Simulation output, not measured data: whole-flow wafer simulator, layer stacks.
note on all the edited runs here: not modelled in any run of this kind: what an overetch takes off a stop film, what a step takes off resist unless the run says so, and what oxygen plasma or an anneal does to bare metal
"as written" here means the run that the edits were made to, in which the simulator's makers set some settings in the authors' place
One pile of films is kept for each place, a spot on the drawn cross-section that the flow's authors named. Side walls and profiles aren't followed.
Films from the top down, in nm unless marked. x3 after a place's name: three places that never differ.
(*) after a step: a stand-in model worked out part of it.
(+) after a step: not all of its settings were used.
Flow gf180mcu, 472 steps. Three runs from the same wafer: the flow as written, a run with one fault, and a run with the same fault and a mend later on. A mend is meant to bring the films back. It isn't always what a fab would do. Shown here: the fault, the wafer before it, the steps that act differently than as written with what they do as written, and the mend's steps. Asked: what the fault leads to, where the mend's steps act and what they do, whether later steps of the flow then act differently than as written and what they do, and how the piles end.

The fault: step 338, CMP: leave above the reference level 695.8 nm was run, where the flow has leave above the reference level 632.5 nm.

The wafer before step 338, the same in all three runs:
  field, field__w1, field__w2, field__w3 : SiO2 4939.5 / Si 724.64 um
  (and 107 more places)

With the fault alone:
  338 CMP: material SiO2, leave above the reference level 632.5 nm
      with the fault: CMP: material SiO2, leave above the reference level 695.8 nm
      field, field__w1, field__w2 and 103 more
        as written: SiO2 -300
        with the fault: SiO2 -236.7
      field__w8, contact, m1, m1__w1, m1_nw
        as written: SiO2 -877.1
        with the fault: SiO2 -813.8
  Later steps of the flow that act differently than as written (2 more steps differ only slightly, by at most 2% or 0.5 nm, whichever is larger, and aren't shown):
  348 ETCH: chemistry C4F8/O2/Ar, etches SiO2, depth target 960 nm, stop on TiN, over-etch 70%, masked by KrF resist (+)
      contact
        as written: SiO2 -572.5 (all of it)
        with the fault: SiO2 -635.8 (all of it)
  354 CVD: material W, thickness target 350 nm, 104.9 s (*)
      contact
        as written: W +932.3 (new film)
        with the fault: W +996.2 (new film)
  At the end the piles differ from the flow's by more than 2% or 0.5 nm, whichever is larger, at field__w8, contact, m1, m1__w1, m1_nw.
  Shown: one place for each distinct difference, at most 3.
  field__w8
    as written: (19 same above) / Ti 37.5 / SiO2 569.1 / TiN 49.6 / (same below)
    with the fault: (19 same above) / Ti 37.5 / SiO2 632.4 / TiN 49.6 / (same below)
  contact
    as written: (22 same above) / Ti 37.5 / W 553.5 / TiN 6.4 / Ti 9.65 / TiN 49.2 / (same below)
    with the fault: (22 same above) / Ti 37.5 / W 617.4 / TiN 6.17 / Ti 9.3 / TiN 49.2 / (same below)

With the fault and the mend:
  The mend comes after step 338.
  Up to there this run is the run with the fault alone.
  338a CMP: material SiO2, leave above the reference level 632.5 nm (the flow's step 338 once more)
      field, field__w1, field__w2 and 108 more
        SiO2 -63.3
  No later step of the flow acts differently than as written at any place that is followed.
  At the end the piles are the same as the flow's at every place that both follow.
